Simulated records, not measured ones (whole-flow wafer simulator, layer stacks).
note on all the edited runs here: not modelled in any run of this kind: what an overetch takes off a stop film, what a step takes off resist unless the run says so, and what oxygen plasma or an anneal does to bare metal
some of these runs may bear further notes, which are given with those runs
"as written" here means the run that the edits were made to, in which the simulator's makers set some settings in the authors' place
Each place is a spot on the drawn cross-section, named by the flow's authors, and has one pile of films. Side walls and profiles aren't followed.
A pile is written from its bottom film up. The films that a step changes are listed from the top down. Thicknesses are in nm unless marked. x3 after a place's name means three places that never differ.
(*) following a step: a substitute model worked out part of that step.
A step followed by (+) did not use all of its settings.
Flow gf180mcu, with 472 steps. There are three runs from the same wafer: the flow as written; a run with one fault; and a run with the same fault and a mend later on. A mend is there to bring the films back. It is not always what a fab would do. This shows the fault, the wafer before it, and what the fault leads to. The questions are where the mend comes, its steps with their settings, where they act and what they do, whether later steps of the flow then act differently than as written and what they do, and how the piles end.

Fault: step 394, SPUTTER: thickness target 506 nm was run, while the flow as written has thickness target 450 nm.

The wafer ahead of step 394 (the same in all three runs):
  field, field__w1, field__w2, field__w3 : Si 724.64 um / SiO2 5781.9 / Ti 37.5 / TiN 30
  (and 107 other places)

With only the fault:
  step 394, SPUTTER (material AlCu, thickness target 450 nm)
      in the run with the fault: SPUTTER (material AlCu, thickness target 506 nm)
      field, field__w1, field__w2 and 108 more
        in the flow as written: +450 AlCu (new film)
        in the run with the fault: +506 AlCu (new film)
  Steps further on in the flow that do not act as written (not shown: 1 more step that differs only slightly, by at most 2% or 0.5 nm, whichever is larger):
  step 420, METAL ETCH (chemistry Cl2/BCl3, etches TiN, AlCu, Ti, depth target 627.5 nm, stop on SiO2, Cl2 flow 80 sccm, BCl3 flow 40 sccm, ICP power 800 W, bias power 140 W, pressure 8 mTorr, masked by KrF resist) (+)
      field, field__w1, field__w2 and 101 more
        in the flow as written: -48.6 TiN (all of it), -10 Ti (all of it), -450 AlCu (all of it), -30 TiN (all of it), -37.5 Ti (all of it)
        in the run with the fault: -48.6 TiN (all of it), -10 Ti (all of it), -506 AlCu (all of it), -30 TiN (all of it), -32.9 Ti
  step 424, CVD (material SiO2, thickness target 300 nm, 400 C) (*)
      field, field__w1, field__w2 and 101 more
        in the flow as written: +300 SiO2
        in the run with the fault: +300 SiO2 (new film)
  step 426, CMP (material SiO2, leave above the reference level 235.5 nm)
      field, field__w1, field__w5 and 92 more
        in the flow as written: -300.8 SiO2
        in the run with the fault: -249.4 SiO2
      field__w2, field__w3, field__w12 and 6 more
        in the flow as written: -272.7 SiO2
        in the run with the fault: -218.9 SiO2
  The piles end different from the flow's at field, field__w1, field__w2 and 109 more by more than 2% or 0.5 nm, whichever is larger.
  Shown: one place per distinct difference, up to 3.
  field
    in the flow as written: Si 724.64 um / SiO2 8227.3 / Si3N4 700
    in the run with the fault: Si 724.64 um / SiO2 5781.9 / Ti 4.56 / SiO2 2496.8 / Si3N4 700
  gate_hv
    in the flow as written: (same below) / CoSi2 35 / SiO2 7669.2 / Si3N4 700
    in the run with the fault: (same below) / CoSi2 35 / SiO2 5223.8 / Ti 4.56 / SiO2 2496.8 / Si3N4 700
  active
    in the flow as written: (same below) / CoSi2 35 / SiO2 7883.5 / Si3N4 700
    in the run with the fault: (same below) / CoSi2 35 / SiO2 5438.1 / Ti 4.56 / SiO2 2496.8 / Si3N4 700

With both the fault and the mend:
  The mend follows step 394.
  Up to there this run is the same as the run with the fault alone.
  step 394a, METAL ETCH (chemistry Cl2/BCl3, etches TiN, AlCu, Ti, depth target 56 nm, Cl2 flow 80 sccm, BCl3 flow 40 sccm, ICP power 800 W, bias power 140 W, pressure 8 mTorr) (a further turn of the flow's step 260, with different settings)
      field, field__w1, field__w2 and 108 more
        -56 AlCu
  Every later step of the flow that is run acts as written at every place that is followed.
  The piles end the same as the flow's at every place that both follow.
